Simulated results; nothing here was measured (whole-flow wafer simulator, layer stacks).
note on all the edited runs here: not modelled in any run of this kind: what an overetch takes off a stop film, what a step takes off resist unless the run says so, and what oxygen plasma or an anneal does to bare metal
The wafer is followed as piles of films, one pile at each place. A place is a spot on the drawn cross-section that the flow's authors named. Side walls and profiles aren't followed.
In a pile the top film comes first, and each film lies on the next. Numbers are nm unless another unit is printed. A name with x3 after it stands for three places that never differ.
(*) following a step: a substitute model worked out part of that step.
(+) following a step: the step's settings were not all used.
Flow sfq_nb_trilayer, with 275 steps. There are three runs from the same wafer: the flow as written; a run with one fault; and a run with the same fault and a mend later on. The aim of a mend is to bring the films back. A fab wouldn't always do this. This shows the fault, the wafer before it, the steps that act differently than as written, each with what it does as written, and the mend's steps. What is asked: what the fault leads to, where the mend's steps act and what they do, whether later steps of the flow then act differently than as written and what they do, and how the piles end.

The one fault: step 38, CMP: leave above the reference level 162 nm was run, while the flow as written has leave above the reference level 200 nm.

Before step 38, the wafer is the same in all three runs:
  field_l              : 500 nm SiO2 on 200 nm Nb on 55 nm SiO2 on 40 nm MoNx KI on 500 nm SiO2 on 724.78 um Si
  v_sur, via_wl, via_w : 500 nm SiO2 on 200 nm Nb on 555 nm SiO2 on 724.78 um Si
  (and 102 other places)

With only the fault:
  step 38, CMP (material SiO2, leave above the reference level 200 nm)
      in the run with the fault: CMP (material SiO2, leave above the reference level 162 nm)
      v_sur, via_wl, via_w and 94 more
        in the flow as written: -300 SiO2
        in the run with the fault: -338 SiO2
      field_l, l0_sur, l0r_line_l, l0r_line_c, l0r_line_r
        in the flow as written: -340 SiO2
        in the run with the fault: -378 SiO2
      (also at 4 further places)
  Steps later in the flow that act otherwise than as written (4 more steps, not shown, differ only slightly: by at most 2% or 0.5 nm, whichever is larger):
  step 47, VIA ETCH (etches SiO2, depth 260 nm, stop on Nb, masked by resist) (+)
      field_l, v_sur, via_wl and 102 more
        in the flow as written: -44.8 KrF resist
        in the run with the fault: -41.9 KrF resist
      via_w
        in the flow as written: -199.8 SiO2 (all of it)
        in the run with the fault: -161.8 SiO2 (all of it)
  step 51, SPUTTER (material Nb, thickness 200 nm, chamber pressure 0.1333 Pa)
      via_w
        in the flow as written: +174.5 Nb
        in the run with the fault: +182.3 Nb
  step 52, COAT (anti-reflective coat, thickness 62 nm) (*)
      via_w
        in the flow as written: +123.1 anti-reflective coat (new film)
        in the run with the fault: +113.5 anti-reflective coat (new film)
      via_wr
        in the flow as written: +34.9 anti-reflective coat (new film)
        in the run with the fault: +33.8 anti-reflective coat (new film)
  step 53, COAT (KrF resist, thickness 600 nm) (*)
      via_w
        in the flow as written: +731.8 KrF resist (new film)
        in the run with the fault: +701.2 KrF resist (new film)
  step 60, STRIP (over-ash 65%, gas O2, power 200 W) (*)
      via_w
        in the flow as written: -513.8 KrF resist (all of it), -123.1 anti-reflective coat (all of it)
        in the run with the fault: -483.3 KrF resist (all of it), -113.5 anti-reflective coat (all of it)
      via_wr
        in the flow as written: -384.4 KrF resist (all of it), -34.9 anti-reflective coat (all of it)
        in the run with the fault: -389.8 KrF resist (all of it), -33.8 anti-reflective coat (all of it)
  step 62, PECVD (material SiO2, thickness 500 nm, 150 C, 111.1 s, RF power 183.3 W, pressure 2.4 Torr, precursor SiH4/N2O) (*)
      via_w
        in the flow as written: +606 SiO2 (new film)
        in the run with the fault: +535.7 SiO2 (new film)
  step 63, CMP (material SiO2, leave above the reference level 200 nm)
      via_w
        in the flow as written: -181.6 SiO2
        in the run with the fault: -157.1 SiO2
  At v_sur, via_wl, via_w and 75 more, the piles at the end differ from the flow's by more than 2% or 0.5 nm, whichever is larger.
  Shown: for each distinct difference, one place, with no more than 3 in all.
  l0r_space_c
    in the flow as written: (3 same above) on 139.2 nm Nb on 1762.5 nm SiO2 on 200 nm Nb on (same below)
    in the run with the fault: (3 same above) on 139.2 nm Nb on 1724.5 nm SiO2 on 200 nm Nb on (same below)
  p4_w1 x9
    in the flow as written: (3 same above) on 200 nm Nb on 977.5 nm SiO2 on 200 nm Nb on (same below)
    in the run with the fault: (3 same above) on 200 nm Nb on 939.5 nm SiO2 on 200 nm Nb on (same below)
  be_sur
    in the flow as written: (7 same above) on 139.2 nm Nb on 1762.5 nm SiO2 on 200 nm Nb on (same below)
    in the run with the fault: (7 same above) on 139.2 nm Nb on 1724.5 nm SiO2 on 200 nm Nb on (same below)

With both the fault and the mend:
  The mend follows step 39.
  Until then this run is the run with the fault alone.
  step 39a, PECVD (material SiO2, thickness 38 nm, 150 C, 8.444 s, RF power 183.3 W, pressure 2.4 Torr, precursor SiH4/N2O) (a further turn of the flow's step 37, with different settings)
      field_l, v_sur, via_wl and 103 more
        +38 SiO2
  Every later step of the flow that is run acts as written at every place that is followed.
  By the end, the piles equal the flow's at every place that both follow.
